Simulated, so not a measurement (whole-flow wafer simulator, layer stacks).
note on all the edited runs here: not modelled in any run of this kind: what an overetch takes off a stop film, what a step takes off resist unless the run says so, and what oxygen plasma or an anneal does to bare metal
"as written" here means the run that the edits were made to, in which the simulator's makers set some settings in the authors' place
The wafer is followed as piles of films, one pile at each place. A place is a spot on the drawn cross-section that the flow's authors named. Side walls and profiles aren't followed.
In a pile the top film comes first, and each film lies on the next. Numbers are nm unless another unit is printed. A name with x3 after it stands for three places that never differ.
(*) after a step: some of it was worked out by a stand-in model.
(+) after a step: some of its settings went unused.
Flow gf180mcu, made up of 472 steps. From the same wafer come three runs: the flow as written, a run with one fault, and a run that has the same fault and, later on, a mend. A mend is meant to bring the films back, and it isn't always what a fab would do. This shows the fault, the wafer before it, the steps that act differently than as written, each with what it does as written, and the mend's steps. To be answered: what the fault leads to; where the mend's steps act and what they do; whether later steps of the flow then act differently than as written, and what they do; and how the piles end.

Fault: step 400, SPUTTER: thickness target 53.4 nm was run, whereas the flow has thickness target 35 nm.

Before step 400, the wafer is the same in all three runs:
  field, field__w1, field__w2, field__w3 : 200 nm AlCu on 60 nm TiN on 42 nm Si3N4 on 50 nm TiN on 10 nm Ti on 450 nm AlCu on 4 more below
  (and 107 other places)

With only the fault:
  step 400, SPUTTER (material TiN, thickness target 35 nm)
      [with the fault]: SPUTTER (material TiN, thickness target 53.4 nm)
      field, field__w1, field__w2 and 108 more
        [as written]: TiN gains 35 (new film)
        [with the fault]: TiN gains 53.4 (new film)
  Steps further on in the flow that do not act as written (6 other steps are not shown; they differ only slightly, by no more than 2% or 0.5 nm, whichever is larger):
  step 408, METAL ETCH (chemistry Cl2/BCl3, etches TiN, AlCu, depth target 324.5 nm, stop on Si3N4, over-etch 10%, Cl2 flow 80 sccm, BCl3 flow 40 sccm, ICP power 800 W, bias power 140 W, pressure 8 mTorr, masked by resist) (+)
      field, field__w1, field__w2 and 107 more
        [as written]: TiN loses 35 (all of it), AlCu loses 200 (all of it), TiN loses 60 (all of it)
        [with the fault]: TiN loses 53.4 (all of it), AlCu loses 200 (all of it), TiN loses 60 (all of it)
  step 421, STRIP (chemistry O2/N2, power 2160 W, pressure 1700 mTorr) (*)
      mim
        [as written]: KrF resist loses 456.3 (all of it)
        [with the fault]: KrF resist loses 442.6 (all of it)
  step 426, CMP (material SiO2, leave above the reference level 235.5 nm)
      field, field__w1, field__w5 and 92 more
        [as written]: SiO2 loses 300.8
        [with the fault]: SiO2 loses 282.4
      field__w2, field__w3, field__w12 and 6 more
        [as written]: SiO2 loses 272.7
        [with the fault]: SiO2 loses 254.3
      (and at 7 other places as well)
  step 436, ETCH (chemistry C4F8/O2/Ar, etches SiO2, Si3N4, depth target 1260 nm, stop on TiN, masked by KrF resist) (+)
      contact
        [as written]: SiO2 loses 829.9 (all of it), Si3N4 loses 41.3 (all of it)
        [with the fault]: SiO2 loses 848.3 (all of it), Si3N4 loses 41.3 (all of it)
  By the end, the piles at field__w8, contact, m1, m1__w1, mim, m1_nw depart from the flow's by more than 2% or 0.5 nm, whichever is larger.
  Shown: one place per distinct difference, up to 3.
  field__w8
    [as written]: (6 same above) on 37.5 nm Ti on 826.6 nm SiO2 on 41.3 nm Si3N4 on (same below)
    [with the fault]: (6 same above) on 37.5 nm Ti on 845 nm SiO2 on 41.3 nm Si3N4 on (same below)
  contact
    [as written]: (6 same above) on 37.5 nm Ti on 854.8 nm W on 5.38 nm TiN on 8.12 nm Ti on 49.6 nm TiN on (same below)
    [with the fault]: (6 same above) on 37.5 nm Ti on 873.3 nm W on 5.32 nm TiN on 8.03 nm Ti on 49.6 nm TiN on (same below)
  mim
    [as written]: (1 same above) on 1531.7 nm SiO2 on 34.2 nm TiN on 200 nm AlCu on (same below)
    [with the fault]: (1 same above) on 1531.7 nm SiO2 on 52.6 nm TiN on 200 nm AlCu on (same below)

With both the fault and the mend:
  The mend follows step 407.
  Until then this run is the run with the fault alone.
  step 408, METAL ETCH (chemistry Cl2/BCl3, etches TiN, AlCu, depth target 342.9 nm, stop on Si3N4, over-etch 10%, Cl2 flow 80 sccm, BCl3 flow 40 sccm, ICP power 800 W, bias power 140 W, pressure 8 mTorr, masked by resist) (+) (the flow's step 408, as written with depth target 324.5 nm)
      field, field__w1, field__w2 and 107 more
        TiN loses 53.4 (all of it), AlCu loses 200 (all of it), TiN loses 60 (all of it)
      mim
        resist loses 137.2
  Steps further on in the flow that do not act as written (7 other steps are not shown; they differ only slightly, by no more than 2% or 0.5 nm, whichever is larger):
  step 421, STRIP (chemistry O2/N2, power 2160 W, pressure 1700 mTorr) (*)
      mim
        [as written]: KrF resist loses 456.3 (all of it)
        [with the mend]: KrF resist loses 442.6 (all of it)
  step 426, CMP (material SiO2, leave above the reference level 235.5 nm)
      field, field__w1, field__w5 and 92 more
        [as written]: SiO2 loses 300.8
        [with the mend]: SiO2 loses 282.4
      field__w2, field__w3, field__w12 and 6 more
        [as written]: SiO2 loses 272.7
        [with the mend]: SiO2 loses 254.3
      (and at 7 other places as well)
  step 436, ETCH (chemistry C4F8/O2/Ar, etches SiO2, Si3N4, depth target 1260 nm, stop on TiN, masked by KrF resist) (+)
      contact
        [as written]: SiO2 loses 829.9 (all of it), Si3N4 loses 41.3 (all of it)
        [with the mend]: SiO2 loses 848.3 (all of it), Si3N4 loses 41.3 (all of it)
  By the end, the piles at field__w8, contact, m1, m1__w1, mim, m1_nw depart from the flow's by more than 2% or 0.5 nm, whichever is larger.
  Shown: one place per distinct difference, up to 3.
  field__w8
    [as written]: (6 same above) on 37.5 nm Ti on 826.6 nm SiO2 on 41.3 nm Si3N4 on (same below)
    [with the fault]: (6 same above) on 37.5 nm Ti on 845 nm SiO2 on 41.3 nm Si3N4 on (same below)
    [with the mend]: (6 same above) on 37.5 nm Ti on 845 nm SiO2 on 41.3 nm Si3N4 on (same below)
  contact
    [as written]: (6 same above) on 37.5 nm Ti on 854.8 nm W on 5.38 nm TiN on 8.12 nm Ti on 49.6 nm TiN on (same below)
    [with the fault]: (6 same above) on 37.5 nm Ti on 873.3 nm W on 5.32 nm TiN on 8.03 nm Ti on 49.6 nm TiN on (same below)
    [with the mend]: (6 same above) on 37.5 nm Ti on 873.3 nm W on 5.32 nm TiN on 8.03 nm Ti on 49.6 nm TiN on (same below)
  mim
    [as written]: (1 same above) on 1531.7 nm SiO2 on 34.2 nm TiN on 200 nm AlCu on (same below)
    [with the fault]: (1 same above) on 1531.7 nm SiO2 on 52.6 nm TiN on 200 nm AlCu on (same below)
    [with the mend]: (1 same above) on 1531.7 nm SiO2 on 52.6 nm TiN on 200 nm AlCu on (same below)
